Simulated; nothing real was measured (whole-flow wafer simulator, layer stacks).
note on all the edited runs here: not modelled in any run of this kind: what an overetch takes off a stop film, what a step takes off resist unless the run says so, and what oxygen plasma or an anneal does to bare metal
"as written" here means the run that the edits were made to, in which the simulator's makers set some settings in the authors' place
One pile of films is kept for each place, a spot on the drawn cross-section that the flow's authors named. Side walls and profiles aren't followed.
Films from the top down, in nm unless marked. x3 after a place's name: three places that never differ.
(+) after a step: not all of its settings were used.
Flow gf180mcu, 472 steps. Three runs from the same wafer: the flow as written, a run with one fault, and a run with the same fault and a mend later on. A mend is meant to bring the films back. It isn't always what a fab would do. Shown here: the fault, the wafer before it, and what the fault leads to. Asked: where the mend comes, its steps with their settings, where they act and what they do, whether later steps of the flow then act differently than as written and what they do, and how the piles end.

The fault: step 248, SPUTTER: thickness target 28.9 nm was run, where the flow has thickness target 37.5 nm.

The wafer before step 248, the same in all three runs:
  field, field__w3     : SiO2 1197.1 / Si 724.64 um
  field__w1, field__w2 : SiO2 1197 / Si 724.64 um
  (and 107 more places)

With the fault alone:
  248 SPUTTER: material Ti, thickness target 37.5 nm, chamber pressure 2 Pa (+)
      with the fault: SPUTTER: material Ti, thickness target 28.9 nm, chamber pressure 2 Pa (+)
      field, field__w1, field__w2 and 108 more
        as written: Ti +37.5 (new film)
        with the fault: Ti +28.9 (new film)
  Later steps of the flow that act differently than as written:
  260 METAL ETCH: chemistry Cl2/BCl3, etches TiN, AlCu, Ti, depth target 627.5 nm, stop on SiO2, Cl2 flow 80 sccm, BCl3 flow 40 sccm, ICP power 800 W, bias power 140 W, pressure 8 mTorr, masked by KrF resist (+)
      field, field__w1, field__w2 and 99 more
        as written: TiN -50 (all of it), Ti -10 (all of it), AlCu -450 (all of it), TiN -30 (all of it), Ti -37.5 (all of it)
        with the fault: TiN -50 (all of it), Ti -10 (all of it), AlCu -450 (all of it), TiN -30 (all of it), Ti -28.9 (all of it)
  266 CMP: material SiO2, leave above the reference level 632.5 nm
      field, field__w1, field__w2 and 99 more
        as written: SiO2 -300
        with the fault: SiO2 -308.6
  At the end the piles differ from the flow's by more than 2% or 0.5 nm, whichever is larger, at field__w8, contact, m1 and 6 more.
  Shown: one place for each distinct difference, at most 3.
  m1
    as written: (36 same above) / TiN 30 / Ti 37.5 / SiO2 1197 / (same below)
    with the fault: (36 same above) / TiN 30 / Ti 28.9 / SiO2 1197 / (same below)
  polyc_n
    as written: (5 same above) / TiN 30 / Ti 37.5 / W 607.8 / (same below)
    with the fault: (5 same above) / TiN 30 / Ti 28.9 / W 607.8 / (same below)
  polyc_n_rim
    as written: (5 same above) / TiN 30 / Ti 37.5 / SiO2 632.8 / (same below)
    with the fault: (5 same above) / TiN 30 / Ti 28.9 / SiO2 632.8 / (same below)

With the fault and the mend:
  The mend comes after step 248.
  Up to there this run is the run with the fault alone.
  248a SPUTTER: material Ti, thickness target 8.6 nm, chamber pressure 2 Pa (+) (the flow's step 248 once more, with other settings)
      field, field__w1, field__w2 and 108 more
        Ti +8.6
  No later step of the flow acts differently than as written at any place that is followed.
  At the end the piles are the same as the flow's at every place that both follow.
